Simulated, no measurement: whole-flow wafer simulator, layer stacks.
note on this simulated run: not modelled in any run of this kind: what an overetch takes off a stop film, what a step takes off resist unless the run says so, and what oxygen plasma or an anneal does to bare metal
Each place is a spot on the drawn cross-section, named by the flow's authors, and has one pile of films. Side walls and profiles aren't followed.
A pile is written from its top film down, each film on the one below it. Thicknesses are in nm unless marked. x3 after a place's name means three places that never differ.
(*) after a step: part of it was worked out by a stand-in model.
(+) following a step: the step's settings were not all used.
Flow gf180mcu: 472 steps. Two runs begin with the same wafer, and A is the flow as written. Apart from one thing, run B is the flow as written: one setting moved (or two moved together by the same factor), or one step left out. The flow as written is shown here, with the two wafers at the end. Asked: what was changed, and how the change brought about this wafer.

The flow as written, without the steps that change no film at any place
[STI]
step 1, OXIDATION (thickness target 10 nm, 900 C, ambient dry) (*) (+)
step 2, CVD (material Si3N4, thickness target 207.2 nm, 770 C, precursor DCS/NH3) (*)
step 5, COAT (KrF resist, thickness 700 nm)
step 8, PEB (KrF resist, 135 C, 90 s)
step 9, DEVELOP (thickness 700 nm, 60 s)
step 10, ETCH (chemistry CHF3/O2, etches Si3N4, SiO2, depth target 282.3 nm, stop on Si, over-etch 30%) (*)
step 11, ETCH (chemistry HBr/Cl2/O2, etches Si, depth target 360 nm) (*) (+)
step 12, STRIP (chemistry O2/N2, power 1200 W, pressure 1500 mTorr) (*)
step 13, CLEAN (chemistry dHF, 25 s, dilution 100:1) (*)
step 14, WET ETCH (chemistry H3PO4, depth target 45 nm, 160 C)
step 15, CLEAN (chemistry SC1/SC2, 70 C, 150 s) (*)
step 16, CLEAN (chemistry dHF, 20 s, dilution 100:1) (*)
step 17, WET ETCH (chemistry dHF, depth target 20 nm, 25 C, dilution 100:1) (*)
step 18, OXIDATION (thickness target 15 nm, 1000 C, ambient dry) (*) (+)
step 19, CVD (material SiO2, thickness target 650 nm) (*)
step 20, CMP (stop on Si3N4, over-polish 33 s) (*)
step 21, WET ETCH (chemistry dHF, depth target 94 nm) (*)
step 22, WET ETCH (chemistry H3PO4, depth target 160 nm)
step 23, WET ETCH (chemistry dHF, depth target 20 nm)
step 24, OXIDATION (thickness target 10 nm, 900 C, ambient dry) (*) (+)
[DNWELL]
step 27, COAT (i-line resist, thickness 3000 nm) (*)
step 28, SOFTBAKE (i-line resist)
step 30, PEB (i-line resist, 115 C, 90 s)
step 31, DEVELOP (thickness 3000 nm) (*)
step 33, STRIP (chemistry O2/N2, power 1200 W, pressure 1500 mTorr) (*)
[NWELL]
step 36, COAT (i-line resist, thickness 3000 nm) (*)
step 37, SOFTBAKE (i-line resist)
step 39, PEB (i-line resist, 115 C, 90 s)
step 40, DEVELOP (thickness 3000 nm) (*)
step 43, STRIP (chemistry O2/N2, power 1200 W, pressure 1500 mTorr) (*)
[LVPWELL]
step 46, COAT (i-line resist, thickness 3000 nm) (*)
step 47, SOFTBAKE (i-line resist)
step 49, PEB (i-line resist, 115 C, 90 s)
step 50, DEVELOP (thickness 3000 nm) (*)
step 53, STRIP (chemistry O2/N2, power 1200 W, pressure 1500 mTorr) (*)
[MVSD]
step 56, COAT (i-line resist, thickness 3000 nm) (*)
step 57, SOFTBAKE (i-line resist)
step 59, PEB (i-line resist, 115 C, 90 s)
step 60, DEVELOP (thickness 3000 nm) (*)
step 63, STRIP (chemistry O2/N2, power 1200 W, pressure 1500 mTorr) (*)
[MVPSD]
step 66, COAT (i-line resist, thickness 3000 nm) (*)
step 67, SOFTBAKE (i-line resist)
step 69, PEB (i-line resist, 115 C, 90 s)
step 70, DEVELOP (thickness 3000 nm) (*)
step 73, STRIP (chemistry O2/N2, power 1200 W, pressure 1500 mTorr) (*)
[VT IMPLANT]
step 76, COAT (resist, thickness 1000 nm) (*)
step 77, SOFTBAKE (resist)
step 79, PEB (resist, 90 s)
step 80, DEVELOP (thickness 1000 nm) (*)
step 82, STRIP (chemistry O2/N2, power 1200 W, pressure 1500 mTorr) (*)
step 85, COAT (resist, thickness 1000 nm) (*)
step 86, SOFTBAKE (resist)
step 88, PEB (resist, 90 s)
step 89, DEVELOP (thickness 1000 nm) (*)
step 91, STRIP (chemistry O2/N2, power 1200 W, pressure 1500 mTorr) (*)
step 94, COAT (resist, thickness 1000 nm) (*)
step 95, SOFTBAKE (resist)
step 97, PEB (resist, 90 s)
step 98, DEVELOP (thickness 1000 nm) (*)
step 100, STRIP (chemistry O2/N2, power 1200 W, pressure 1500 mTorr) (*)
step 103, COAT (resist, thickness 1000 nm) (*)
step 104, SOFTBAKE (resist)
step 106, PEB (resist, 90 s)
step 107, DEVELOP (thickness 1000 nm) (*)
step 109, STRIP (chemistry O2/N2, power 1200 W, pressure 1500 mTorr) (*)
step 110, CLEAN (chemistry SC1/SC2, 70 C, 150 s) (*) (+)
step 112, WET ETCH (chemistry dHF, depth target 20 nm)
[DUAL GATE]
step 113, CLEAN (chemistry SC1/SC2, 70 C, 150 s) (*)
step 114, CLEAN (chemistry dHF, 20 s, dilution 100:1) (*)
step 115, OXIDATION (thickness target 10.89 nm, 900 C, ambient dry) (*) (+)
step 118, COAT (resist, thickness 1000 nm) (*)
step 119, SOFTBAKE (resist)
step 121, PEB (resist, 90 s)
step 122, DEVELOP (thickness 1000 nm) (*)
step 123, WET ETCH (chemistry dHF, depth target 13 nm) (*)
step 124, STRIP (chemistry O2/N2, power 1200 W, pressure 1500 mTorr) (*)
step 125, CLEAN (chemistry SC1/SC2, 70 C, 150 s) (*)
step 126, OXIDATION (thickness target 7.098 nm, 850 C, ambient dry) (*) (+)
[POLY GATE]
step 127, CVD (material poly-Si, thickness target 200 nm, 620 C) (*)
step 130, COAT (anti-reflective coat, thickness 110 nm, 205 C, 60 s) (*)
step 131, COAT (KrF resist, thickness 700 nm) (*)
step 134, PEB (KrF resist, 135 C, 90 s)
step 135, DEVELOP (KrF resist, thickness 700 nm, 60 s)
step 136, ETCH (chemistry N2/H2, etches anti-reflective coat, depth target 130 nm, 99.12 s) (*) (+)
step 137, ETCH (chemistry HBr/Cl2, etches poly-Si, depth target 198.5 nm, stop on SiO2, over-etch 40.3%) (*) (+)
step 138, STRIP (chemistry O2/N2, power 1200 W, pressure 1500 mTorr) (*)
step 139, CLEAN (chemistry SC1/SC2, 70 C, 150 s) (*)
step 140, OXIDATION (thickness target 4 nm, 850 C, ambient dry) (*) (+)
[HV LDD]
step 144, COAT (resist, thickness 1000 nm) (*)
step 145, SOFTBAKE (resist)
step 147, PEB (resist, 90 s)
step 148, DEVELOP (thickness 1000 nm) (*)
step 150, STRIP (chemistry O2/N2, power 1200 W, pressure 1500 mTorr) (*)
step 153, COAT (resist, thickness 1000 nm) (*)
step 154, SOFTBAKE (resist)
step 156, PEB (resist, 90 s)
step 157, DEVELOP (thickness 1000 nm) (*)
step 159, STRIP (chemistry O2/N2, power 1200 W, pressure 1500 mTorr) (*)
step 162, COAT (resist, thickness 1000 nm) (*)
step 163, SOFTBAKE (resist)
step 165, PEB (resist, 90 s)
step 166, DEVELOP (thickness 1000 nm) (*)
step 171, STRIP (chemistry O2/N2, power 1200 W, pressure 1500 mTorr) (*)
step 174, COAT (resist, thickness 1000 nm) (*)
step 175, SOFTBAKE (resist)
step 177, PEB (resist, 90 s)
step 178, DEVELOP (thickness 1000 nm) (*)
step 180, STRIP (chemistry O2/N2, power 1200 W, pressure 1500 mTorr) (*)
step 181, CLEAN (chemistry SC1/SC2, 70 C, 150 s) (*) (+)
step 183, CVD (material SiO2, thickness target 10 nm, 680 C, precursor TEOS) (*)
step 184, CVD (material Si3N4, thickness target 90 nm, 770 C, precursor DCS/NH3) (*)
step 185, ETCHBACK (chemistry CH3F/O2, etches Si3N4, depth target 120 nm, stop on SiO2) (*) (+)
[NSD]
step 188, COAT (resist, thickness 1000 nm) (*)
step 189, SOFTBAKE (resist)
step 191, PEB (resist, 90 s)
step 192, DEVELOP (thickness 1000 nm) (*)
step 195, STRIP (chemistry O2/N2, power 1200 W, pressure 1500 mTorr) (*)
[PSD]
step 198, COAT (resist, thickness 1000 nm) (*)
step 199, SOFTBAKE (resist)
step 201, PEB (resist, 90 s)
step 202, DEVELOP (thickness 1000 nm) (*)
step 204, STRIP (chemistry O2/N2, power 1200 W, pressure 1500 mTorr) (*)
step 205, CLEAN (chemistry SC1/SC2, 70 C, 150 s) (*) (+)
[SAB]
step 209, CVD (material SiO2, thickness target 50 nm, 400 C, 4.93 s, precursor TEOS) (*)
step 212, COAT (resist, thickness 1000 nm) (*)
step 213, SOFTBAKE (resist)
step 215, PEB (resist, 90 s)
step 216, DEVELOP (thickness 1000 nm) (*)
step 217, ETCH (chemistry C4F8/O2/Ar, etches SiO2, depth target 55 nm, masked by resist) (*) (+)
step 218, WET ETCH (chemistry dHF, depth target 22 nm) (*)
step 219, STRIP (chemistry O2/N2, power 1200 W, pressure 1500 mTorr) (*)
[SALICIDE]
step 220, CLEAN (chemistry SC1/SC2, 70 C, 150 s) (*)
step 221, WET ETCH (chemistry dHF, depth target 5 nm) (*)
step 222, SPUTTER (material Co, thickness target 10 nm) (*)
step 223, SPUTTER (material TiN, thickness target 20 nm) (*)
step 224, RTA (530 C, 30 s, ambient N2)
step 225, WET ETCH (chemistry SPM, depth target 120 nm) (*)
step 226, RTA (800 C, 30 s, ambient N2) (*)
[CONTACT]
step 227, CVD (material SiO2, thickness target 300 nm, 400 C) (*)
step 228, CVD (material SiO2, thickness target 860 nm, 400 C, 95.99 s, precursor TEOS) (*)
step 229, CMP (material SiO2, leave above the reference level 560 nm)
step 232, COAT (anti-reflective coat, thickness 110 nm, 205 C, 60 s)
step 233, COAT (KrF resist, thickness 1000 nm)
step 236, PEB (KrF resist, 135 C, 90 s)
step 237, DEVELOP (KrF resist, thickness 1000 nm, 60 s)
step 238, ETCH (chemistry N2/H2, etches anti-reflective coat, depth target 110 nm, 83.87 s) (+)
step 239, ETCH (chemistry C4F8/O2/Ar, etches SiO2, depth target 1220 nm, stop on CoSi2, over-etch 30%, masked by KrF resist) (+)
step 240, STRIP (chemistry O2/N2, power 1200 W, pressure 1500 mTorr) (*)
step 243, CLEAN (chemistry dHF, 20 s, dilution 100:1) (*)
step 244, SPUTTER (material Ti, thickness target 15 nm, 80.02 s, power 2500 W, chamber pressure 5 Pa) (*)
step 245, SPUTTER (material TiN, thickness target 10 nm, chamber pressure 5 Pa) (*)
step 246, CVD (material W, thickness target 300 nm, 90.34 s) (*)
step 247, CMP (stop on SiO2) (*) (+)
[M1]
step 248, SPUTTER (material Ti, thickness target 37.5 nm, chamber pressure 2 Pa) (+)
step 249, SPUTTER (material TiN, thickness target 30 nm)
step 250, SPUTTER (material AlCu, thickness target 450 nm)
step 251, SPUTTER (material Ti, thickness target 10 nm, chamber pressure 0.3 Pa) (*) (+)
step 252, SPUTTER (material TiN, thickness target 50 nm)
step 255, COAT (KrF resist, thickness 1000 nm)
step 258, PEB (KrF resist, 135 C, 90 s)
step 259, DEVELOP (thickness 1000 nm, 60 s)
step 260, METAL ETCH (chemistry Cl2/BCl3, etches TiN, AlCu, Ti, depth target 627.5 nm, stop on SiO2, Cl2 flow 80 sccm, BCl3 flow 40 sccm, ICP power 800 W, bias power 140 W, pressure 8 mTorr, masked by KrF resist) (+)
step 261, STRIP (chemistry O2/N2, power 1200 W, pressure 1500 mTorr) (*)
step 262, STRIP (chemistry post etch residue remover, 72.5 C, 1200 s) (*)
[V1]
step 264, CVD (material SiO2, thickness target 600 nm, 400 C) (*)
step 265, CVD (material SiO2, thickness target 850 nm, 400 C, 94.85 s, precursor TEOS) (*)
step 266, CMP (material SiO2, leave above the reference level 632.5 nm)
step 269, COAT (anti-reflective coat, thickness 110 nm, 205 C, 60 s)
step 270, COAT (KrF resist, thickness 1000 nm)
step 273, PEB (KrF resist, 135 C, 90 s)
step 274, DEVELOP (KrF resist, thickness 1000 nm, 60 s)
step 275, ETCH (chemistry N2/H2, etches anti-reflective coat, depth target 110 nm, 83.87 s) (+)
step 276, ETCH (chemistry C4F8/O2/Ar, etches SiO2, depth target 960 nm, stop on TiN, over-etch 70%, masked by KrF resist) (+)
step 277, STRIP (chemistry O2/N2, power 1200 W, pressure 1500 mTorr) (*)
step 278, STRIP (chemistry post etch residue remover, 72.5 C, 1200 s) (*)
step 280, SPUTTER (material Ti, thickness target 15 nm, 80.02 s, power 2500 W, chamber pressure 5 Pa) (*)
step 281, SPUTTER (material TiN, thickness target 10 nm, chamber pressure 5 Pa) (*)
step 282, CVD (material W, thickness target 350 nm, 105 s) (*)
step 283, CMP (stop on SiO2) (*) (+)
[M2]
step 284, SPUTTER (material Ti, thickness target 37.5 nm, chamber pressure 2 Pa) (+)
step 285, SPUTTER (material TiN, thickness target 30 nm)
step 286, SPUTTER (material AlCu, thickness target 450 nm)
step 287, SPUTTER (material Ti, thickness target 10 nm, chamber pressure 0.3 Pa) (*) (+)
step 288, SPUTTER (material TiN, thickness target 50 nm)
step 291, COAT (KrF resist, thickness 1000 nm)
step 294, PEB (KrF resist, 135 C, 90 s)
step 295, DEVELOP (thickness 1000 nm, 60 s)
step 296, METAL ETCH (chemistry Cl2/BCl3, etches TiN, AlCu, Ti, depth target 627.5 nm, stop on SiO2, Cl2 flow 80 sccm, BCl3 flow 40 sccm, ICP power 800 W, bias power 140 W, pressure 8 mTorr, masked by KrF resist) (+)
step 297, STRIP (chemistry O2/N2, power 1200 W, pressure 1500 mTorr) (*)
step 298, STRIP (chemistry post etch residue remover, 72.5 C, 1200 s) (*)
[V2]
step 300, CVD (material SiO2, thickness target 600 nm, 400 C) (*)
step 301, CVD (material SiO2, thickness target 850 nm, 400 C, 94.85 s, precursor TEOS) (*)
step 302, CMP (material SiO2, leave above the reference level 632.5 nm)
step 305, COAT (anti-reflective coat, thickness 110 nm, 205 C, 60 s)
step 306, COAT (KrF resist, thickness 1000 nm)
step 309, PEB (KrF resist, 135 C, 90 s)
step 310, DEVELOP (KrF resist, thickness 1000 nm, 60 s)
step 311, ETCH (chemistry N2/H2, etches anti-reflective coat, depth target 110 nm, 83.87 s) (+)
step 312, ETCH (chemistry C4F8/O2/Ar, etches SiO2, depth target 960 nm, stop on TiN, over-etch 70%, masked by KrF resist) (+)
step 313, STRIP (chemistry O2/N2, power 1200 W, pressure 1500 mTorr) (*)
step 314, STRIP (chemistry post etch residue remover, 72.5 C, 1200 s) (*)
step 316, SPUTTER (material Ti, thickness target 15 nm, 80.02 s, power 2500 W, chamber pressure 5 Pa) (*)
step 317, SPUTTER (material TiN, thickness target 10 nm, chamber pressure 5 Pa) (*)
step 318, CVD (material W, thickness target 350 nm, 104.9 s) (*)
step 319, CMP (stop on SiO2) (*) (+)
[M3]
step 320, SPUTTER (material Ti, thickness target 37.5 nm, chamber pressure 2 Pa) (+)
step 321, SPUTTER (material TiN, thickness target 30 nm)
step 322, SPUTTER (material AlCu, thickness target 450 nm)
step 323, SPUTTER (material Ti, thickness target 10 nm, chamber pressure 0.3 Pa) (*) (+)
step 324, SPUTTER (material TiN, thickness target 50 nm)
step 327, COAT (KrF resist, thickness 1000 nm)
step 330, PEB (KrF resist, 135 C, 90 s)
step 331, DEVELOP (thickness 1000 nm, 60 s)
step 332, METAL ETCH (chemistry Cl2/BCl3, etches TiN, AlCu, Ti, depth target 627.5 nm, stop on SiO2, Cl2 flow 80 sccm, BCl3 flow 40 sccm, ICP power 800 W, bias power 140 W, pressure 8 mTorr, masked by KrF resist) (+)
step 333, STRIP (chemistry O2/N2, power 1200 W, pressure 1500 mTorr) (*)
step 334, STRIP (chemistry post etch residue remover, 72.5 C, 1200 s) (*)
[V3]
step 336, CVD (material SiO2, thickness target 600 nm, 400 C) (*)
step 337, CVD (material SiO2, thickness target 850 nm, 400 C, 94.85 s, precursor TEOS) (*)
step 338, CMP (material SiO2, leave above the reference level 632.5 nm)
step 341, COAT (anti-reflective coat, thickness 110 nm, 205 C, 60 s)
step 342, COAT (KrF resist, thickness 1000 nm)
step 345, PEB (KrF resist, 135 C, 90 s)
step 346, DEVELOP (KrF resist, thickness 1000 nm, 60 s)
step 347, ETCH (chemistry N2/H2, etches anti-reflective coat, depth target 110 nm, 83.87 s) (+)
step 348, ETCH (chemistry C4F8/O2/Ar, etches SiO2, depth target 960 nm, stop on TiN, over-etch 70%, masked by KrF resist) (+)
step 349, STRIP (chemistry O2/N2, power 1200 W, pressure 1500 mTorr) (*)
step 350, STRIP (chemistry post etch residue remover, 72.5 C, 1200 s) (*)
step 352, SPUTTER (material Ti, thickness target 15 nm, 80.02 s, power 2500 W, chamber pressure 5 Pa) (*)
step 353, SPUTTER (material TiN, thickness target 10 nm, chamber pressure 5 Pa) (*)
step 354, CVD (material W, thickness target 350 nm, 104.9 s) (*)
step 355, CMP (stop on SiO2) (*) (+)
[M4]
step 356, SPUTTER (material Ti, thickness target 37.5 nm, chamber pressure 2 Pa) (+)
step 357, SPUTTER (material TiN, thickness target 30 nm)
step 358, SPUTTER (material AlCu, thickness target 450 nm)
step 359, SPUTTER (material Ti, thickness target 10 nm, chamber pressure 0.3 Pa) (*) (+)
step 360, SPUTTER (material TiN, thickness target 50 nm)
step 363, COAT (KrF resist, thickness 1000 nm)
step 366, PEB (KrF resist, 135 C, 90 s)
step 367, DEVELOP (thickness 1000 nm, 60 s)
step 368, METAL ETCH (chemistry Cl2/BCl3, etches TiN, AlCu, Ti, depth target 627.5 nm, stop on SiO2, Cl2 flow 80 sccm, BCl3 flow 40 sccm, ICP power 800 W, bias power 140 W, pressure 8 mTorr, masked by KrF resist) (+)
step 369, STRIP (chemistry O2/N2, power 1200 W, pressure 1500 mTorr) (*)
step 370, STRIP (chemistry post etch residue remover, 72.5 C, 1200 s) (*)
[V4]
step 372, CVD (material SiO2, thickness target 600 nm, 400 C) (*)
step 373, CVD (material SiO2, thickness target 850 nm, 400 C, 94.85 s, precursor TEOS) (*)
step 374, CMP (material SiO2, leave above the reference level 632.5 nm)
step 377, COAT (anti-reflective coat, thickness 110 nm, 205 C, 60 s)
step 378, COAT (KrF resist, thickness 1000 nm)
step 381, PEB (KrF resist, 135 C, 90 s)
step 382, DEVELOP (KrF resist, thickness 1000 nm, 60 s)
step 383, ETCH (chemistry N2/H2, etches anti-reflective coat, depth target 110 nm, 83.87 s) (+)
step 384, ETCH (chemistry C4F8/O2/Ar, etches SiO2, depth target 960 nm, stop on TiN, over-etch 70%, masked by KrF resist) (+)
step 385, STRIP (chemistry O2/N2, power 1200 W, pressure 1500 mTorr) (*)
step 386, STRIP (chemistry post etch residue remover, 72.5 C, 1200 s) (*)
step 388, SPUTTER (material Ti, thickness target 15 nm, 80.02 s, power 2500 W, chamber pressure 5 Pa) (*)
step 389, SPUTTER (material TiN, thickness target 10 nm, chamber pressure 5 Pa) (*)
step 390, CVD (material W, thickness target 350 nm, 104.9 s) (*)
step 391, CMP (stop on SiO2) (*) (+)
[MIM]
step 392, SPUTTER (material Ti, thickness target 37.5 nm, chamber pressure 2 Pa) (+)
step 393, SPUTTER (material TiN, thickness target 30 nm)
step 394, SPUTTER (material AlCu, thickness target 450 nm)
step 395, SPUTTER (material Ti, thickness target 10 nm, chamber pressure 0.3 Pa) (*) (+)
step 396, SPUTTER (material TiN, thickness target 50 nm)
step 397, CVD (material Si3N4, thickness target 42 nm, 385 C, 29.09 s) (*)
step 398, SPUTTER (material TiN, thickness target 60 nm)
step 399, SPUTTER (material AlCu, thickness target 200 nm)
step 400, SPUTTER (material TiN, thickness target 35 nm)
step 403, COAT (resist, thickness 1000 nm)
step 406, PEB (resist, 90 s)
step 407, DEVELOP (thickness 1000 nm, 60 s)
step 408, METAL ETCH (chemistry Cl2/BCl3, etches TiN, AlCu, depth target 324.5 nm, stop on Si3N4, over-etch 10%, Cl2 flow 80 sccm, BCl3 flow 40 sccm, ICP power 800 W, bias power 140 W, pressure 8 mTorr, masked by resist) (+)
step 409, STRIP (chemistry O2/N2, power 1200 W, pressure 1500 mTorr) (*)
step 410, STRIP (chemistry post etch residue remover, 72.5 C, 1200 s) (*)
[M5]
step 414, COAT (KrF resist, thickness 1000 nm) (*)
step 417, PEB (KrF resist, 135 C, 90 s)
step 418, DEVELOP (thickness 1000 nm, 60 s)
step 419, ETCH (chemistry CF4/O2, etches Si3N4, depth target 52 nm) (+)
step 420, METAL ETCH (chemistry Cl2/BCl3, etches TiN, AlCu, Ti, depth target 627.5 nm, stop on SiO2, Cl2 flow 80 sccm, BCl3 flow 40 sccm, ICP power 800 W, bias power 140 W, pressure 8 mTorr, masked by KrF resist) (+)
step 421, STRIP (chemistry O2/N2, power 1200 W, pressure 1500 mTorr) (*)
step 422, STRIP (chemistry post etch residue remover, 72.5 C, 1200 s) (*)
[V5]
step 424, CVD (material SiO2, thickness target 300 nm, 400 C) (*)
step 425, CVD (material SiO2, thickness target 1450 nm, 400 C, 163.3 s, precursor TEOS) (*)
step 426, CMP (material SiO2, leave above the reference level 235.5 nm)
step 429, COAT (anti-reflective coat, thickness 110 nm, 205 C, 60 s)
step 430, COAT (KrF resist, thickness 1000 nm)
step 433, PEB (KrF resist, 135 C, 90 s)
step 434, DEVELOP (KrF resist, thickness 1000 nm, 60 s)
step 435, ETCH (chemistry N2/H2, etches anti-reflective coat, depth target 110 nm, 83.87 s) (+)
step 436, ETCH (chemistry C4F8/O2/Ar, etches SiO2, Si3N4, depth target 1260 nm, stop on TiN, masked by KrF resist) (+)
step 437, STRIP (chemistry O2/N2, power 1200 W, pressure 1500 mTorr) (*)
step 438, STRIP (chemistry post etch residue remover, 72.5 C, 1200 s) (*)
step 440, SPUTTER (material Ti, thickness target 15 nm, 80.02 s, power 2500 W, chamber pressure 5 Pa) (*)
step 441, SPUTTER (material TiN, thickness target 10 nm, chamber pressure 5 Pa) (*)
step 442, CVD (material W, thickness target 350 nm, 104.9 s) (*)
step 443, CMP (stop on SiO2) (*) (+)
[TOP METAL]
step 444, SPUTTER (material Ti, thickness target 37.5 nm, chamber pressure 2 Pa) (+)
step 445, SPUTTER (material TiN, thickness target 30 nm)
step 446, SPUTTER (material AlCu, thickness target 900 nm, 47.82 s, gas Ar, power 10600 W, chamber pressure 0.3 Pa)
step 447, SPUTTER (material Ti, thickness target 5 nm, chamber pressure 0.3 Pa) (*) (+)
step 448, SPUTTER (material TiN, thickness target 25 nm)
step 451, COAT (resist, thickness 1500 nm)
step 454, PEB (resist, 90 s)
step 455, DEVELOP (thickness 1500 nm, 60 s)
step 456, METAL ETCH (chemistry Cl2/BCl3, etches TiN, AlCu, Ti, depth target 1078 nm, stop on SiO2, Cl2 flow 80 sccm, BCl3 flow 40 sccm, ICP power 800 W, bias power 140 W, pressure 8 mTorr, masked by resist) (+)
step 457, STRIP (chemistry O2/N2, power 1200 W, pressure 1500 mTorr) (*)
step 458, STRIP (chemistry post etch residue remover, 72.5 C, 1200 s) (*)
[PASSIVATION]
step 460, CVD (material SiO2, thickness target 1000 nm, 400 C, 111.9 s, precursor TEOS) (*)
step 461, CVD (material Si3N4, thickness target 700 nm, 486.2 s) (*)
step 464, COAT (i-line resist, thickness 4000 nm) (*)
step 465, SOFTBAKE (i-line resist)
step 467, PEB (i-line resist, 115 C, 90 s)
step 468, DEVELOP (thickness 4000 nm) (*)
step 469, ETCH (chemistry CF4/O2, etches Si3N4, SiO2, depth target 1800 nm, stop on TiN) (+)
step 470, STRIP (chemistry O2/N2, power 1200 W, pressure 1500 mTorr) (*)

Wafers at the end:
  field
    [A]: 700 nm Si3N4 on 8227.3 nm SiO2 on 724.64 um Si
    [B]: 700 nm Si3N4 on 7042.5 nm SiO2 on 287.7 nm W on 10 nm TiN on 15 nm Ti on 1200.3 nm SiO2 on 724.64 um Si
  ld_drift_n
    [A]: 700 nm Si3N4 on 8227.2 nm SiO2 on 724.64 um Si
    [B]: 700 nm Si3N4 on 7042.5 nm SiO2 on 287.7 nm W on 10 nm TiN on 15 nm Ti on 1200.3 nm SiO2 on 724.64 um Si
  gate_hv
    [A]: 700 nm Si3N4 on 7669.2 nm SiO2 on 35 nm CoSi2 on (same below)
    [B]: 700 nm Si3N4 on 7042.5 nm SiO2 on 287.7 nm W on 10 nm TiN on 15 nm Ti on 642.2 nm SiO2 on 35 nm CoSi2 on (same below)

What caused this: step 247, CMP: stop on SiO2 (*) (+), was not run.

Step by step, how the change led to this:
  step 260, METAL ETCH (chemistry Cl2/BCl3, etches TiN, AlCu, Ti, depth target 627.5 nm, stop on SiO2, Cl2 flow 80 sccm, BCl3 flow 40 sccm, ICP power 800 W, bias power 140 W, pressure 8 mTorr, masked by KrF resist) (+)
      field, field__w1, field__w2 and 99 more: A TiN loses 50 (all of it), Ti loses 10 (all of it), AlCu loses 450 (all of it), TiN loses 30 (all of it), Ti loses 37.5 (all of it) | B TiN loses 50 (all of it), Ti loses 10 (all of it), AlCu loses 450 (all of it), TiN loses 30 (all of it), Ti loses 37.5 (all of it), W loses 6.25
  step 262, STRIP (chemistry post etch residue remover, 72.5 C, 1200 s) (*)
      field, field__w1, field__w2 and 99 more: A nothing | B W loses 6.01
  step 264, CVD (material SiO2, thickness target 600 nm, 400 C) (*)
      field, field__w1, field__w2 and 99 more: A SiO2 gains 600 | B SiO2 gains 600 (new film)
  step 266, CMP (material SiO2, leave above the reference level 632.5 nm)
      field, field__w1, field__w2 and 99 more: A SiO2 loses 300 | B SiO2 loses 287.7
Taking metal films that touch as one body, field has 1 body; the flow as written gives 0 bodies.
Taking metal films that touch as one body, ld_drift_n has 1 body; the flow as written gives 0 bodies.
Taking metal films that touch as one body, gate_hv has 2 bodies (between them, from the top down: SiO2 642.2); the flow as written gives 1 body.
